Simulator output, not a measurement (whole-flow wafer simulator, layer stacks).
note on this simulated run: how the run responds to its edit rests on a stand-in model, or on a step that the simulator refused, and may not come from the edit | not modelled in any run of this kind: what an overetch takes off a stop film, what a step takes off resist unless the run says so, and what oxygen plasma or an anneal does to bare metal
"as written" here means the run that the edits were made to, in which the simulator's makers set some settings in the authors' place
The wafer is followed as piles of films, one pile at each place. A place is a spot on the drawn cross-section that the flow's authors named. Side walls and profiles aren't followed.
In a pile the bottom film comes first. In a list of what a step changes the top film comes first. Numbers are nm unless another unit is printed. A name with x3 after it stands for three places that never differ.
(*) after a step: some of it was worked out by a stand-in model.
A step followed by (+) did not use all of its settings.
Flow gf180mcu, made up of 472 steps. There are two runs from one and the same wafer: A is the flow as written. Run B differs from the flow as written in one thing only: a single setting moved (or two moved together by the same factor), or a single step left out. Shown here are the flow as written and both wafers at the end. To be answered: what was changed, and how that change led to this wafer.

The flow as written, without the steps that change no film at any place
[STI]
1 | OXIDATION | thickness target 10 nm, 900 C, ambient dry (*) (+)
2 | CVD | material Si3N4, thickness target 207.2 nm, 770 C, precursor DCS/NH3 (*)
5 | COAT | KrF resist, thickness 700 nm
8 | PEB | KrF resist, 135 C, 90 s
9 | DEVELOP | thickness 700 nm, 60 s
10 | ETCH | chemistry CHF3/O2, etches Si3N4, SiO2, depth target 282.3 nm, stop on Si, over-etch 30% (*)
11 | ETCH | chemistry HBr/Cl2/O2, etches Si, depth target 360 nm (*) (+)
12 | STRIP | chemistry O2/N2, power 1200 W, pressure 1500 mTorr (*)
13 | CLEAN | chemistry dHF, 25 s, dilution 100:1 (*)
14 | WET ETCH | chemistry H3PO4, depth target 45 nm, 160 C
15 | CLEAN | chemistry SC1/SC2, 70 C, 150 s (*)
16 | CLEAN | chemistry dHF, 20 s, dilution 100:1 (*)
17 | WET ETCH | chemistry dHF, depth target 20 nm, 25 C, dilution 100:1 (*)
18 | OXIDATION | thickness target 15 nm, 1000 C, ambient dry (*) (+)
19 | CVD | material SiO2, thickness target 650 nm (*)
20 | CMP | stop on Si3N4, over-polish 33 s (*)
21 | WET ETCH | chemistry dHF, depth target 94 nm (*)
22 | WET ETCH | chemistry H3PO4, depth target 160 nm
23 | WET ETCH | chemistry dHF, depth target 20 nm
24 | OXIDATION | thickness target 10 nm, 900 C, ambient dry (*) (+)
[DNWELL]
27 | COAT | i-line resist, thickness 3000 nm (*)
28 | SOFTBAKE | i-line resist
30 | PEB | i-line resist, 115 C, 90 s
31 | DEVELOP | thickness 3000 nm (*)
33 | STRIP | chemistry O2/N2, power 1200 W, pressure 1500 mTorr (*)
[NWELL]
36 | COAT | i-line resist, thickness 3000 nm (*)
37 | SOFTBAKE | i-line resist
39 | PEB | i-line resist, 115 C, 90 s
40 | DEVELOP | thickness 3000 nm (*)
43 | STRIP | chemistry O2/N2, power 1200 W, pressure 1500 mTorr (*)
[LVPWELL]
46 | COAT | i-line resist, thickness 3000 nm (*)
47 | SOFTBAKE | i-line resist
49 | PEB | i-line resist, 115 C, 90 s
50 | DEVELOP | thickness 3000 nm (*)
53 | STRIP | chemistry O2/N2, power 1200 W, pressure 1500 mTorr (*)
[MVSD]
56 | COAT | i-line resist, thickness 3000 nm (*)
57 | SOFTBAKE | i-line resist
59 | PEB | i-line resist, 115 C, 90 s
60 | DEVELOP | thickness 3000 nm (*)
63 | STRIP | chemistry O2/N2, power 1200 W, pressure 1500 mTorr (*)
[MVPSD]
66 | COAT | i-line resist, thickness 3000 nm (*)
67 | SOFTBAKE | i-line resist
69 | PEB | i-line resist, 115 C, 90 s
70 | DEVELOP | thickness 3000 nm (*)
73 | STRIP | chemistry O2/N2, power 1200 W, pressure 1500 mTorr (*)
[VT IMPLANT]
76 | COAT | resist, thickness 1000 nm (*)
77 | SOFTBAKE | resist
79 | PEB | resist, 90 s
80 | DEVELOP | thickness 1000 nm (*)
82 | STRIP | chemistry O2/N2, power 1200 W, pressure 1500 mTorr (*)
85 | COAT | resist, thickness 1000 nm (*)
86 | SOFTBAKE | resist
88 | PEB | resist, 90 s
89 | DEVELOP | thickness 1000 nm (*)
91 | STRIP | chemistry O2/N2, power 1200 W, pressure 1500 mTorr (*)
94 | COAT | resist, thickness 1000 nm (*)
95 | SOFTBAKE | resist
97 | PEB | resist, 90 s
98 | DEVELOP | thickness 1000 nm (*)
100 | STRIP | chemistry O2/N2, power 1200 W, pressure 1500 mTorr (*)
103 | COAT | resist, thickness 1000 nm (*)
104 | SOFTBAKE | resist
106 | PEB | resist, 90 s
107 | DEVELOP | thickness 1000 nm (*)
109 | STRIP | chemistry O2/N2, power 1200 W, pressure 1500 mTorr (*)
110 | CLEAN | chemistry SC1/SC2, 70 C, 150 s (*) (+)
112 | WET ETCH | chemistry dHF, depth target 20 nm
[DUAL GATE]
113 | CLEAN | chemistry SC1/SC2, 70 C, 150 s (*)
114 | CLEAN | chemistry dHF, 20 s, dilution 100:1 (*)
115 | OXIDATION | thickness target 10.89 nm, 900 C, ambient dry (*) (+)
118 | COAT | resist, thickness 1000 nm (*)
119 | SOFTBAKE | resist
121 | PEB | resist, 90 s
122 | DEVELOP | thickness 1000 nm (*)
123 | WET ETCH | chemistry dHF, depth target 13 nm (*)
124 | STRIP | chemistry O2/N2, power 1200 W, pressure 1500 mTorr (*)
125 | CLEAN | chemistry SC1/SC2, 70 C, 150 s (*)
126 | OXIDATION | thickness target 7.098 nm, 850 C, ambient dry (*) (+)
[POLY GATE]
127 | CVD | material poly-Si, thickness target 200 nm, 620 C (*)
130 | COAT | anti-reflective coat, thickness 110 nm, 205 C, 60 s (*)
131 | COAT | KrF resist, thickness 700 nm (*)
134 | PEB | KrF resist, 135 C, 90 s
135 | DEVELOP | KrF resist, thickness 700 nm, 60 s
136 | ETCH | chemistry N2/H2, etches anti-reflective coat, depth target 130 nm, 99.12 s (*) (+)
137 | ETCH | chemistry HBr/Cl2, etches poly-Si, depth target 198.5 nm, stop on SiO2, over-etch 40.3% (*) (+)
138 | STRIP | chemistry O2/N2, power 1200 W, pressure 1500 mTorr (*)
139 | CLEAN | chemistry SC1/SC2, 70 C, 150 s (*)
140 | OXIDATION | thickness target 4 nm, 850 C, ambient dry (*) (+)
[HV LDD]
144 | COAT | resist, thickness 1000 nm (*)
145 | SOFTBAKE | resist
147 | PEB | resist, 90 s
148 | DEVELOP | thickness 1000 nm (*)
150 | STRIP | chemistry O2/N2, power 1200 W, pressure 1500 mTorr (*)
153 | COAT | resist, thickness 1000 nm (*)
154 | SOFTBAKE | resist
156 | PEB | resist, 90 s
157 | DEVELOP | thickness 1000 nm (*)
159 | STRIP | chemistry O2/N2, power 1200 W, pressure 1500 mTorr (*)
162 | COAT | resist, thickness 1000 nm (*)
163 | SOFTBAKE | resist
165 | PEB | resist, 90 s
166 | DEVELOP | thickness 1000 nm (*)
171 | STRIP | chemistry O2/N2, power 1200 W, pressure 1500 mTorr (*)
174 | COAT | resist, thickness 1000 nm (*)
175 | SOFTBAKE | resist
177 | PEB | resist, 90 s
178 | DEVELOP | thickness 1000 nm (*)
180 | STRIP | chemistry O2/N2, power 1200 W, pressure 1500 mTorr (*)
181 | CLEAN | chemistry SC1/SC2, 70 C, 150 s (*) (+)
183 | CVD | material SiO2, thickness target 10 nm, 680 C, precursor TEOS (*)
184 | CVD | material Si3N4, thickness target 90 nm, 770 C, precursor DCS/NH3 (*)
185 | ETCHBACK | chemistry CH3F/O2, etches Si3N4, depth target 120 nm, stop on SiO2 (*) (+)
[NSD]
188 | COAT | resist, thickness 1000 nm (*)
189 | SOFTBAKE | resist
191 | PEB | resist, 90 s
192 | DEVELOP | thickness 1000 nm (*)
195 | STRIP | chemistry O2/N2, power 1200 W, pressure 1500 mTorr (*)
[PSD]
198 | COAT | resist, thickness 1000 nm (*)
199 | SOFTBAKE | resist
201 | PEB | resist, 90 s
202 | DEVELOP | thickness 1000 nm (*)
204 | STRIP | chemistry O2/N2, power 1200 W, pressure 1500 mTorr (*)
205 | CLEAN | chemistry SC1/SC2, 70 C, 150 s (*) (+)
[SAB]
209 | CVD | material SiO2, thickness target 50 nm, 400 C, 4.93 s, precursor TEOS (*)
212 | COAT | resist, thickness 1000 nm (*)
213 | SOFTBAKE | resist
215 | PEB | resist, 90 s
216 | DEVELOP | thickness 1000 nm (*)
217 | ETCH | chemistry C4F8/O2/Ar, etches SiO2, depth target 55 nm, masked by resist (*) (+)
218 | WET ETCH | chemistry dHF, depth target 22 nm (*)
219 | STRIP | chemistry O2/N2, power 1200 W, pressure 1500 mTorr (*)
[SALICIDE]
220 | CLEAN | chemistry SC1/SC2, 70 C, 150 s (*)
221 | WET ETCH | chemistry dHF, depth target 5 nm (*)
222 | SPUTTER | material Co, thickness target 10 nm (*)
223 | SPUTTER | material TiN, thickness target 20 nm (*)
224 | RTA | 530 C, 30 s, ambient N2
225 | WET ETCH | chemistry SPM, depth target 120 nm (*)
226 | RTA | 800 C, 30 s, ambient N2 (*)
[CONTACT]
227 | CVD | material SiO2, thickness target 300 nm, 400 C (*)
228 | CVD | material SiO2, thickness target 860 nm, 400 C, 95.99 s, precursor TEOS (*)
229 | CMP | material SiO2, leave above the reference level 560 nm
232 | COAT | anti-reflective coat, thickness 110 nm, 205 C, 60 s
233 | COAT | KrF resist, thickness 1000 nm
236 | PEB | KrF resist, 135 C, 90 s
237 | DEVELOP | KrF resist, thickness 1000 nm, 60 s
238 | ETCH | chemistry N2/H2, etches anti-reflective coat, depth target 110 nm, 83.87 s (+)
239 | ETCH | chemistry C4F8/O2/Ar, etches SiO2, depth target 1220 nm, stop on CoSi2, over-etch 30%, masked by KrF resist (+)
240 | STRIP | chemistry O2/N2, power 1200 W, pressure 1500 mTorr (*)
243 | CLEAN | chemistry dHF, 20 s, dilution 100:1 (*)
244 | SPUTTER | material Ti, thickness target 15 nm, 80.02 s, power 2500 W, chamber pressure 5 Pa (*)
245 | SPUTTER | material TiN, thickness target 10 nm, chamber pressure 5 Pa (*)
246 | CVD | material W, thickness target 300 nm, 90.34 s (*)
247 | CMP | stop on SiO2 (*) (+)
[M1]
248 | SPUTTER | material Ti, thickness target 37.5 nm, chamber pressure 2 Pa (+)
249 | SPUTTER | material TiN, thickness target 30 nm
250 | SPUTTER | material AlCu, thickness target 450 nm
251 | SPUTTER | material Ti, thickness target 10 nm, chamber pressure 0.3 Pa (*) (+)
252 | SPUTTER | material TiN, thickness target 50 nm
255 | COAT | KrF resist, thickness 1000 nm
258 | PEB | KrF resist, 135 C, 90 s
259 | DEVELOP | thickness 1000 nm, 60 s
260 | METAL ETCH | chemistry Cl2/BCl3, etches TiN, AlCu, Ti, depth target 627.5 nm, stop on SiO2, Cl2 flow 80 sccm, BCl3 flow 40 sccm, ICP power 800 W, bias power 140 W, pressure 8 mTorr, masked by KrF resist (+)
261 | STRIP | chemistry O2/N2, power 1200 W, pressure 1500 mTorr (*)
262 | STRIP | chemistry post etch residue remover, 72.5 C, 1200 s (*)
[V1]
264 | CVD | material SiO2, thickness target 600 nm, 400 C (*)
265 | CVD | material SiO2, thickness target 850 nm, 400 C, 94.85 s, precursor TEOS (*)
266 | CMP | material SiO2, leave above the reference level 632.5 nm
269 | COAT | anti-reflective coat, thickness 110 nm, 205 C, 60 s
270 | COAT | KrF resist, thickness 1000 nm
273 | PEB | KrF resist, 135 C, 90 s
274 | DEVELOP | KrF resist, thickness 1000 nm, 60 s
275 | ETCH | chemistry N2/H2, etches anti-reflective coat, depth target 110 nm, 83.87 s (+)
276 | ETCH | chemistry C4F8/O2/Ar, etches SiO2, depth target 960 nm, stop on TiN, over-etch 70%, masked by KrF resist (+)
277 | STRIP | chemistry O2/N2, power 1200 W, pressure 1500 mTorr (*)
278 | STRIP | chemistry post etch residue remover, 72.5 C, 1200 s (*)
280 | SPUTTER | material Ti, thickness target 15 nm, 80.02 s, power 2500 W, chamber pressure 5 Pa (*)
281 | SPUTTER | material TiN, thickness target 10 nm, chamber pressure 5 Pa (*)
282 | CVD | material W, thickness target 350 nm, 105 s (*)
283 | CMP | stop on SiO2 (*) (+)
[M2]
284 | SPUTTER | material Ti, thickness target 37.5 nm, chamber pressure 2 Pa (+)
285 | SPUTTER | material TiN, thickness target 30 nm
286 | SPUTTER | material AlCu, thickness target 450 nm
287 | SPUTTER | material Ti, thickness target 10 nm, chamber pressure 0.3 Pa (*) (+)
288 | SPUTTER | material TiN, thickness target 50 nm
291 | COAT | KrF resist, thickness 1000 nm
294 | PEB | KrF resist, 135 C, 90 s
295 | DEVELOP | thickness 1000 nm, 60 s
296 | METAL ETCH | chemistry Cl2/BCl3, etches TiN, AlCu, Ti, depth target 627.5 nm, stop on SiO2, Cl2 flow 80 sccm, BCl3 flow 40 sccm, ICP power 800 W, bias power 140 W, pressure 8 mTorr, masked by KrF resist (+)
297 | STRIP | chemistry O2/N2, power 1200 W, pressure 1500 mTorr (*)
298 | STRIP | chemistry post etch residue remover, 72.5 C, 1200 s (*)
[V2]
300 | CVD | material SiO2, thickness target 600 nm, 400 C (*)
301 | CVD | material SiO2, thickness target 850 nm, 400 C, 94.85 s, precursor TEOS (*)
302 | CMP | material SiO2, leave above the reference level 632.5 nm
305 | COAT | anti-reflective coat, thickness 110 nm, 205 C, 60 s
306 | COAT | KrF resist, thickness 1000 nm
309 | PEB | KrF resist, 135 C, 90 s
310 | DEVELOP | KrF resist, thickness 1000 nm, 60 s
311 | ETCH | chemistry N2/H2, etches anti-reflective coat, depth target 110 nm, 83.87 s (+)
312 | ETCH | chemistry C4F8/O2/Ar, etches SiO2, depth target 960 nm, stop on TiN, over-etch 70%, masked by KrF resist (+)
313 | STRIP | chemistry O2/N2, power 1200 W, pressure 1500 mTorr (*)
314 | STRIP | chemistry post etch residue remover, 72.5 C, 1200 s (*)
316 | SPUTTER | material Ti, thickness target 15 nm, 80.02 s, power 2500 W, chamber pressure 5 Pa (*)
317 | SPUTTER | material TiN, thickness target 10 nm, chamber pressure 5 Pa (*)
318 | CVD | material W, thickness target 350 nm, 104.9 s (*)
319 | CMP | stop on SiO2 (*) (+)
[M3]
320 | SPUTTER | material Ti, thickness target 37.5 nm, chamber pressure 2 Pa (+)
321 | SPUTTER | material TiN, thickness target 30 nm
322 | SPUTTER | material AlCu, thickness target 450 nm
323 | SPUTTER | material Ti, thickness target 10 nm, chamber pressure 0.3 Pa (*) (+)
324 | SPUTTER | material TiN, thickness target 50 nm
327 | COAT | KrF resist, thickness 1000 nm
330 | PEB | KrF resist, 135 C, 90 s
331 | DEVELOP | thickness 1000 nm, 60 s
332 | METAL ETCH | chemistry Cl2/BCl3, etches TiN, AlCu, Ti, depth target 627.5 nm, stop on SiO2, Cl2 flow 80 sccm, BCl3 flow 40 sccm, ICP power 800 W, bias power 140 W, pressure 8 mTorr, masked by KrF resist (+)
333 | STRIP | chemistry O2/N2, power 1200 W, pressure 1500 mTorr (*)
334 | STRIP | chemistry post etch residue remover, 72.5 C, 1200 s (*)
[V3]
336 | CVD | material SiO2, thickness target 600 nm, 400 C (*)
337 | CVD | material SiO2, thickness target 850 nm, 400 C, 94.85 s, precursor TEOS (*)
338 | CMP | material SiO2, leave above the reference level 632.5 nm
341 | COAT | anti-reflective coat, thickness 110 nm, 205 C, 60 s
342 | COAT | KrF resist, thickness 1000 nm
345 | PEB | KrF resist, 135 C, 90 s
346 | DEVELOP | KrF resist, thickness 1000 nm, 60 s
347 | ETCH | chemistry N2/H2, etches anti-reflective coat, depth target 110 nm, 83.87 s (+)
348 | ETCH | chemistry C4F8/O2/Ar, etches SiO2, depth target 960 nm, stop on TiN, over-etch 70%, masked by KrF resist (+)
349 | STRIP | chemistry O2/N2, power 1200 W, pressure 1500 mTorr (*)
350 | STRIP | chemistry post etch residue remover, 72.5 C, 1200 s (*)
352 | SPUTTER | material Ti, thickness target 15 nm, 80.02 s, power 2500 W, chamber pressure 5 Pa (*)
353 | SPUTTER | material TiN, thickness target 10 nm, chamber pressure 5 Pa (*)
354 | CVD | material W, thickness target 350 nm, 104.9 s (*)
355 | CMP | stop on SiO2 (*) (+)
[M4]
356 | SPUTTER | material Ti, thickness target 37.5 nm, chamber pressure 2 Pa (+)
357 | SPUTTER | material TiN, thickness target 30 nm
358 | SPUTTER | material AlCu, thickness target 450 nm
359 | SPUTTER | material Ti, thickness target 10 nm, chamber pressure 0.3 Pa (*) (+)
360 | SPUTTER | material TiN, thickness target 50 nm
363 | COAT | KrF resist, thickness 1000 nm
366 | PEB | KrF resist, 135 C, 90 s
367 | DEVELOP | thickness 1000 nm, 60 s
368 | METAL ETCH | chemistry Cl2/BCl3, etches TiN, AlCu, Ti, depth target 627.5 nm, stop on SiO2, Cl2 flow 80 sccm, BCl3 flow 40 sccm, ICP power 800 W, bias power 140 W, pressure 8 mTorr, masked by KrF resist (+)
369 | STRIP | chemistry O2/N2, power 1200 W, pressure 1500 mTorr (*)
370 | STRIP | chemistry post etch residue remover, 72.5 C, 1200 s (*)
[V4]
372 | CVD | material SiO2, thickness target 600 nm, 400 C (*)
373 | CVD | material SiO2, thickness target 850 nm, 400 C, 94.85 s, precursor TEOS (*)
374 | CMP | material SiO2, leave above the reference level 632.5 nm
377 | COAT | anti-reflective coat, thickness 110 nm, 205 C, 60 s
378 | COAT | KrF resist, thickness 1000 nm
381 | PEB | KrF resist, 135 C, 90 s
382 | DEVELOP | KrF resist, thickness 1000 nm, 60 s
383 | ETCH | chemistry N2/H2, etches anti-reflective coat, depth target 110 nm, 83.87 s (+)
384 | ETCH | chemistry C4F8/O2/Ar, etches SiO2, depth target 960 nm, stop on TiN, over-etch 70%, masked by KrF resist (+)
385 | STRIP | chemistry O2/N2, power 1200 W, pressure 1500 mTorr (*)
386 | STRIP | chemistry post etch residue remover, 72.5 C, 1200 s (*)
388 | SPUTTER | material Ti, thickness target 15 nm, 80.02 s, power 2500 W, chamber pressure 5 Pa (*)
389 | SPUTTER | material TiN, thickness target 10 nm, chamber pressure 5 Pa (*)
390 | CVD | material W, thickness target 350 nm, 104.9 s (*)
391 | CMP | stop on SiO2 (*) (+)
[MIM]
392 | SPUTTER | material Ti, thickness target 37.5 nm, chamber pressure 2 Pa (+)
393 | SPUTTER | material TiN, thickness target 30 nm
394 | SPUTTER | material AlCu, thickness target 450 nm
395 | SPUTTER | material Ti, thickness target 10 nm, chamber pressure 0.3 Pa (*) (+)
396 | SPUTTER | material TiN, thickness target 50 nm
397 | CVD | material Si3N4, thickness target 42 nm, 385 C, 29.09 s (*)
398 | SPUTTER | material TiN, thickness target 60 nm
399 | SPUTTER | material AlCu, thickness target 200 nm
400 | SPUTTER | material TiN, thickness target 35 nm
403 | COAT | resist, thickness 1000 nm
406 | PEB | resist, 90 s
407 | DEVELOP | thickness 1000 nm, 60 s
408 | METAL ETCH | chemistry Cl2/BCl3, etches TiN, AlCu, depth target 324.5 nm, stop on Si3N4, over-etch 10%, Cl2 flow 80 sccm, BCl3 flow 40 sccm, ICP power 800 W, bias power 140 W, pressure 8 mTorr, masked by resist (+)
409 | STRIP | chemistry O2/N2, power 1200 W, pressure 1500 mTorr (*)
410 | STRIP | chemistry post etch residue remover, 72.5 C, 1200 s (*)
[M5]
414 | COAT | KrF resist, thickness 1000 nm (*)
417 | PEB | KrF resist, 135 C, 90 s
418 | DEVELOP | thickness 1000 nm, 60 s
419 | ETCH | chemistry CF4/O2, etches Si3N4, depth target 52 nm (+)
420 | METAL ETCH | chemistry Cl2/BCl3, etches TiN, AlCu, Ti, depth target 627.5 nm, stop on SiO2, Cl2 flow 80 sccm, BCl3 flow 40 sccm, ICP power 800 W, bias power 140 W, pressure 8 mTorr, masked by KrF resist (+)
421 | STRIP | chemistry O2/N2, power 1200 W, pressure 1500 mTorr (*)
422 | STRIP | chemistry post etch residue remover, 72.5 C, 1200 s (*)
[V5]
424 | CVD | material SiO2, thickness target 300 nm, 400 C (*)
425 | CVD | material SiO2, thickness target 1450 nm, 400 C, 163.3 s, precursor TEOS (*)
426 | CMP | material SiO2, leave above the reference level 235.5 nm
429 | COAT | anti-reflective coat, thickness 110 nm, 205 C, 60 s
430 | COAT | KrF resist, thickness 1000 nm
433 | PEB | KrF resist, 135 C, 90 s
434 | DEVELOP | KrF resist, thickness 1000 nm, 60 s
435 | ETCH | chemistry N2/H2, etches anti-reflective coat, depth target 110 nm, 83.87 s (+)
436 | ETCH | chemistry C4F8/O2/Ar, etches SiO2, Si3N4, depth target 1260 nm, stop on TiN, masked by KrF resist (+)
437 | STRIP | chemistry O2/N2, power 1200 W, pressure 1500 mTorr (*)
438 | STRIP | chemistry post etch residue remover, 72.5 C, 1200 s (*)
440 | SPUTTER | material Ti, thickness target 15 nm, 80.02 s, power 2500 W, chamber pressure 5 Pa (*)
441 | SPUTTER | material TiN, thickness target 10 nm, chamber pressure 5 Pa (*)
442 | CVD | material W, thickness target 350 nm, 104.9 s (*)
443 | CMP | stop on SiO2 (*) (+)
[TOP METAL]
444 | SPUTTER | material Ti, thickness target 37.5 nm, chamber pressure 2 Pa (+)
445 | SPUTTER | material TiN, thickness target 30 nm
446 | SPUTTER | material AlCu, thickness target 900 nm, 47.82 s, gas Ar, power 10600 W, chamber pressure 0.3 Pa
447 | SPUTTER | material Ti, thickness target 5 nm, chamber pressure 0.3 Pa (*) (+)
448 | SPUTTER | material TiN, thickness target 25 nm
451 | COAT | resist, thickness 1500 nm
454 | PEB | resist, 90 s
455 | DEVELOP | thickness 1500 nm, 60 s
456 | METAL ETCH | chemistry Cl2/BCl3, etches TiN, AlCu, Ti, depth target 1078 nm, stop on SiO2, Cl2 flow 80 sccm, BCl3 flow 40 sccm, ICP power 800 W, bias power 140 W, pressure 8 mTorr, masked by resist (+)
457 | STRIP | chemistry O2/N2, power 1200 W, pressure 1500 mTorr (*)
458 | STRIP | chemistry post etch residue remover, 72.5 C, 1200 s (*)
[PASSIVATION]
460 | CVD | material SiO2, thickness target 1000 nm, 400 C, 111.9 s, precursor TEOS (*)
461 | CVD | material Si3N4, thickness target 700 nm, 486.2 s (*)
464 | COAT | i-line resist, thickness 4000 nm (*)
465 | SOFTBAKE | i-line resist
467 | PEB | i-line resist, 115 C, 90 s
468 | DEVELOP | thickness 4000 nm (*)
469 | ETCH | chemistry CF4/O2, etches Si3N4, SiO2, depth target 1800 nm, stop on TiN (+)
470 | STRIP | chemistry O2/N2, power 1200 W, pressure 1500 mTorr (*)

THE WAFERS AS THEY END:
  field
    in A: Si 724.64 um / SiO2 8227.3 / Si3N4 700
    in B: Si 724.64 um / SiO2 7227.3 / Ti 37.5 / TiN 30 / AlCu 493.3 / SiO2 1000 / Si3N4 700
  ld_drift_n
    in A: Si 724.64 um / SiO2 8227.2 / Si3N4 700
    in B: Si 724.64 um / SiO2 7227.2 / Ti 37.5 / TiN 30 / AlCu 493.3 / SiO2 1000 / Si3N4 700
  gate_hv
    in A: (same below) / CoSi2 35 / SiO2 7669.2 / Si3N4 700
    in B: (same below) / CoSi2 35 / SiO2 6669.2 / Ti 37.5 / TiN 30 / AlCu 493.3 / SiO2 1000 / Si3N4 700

Cause: step 456, METAL ETCH: depth target 431 nm was run, while the flow as written has depth target 1078 nm.

The path from the change to this, step by step:
  456 | METAL ETCH | chemistry Cl2/BCl3, etches TiN, AlCu, Ti, depth target 1078 nm, stop on SiO2, Cl2 flow 80 sccm, BCl3 flow 40 sccm, ICP power 800 W, bias power 140 W, pressure 8 mTorr, masked by resist (+)
      field, field__w1, field__w2 and 103 more: A -25 TiN (all of it), -5 Ti (all of it), -900 AlCu (all of it), -30 TiN (all of it), -37.5 Ti (all of it) | B -25 TiN (all of it), -5 Ti (all of it), -401 AlCu
      field__w8, contact, m1, m1__w1, pad, m1_nw: A -431 resist | B -172.4 resist
  457 | STRIP | chemistry O2/N2, power 1200 W, pressure 1500 mTorr (*)
      field__w8, contact, m1, m1__w1, pad, m1_nw: A -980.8 resist (all of it) | B -1239.4 resist (all of it)
  458 | STRIP | chemistry post etch residue remover, 72.5 C, 1200 s (*)
      field, field__w1, field__w2 and 103 more: A nothing | B -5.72 AlCu
  460 | CVD | material SiO2, thickness target 1000 nm, 400 C, 111.9 s, precursor TEOS (*)
      field, field__w1, field__w2 and 103 more: A +1000 SiO2 | B +1000 SiO2 (new film)
  464 | COAT | i-line resist, thickness 4000 nm (*)
      field: A +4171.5 i-line resist (new film) | B +4060.2 i-line resist (new film)
      field__w8: A +3093.1 i-line resist (new film) | B +3596.7 i-line resist (new film)
      (as well as at 12 more places)
  465 | SOFTBAKE | i-line resist
      active: A +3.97 i-line resist | B -0.48 i-line resist
      field__w5, field__w9: A +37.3 i-line resist | B +12.6 i-line resist
      (as well as at 66 more places)
  467 | PEB | i-line resist, 115 C, 90 s
      field__w8, m1__w1: A -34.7 i-line resist | B -43.9 i-line resist
      contact, m1: A -35.1 i-line resist | B -44 i-line resist
      (as well as at 2 more places)
  468 | DEVELOP | thickness 4000 nm (*)
      pad: A -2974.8 i-line resist (all of it) | B -3522.4 i-line resist (all of it)
  470 | STRIP | chemistry O2/N2, power 1200 W, pressure 1500 mTorr (*)
      field__w8, m1__w1: A -1787.7 i-line resist (all of it) | B -2328.2 i-line resist (all of it)
      contact: A -1811.2 i-line resist (all of it) | B -2335.2 i-line resist (all of it)
      (as well as at 2 more places)
With metal films that touch counted as one body, field has 1 body; the flow as written gives 0 bodies.
With metal films that touch counted as one body, ld_drift_n has 1 body; the flow as written gives 0 bodies.
With metal films that touch counted as one body, gate_hv has 2 bodies (between them, from the top down: SiO2 6669.2); the flow as written gives 1 body.
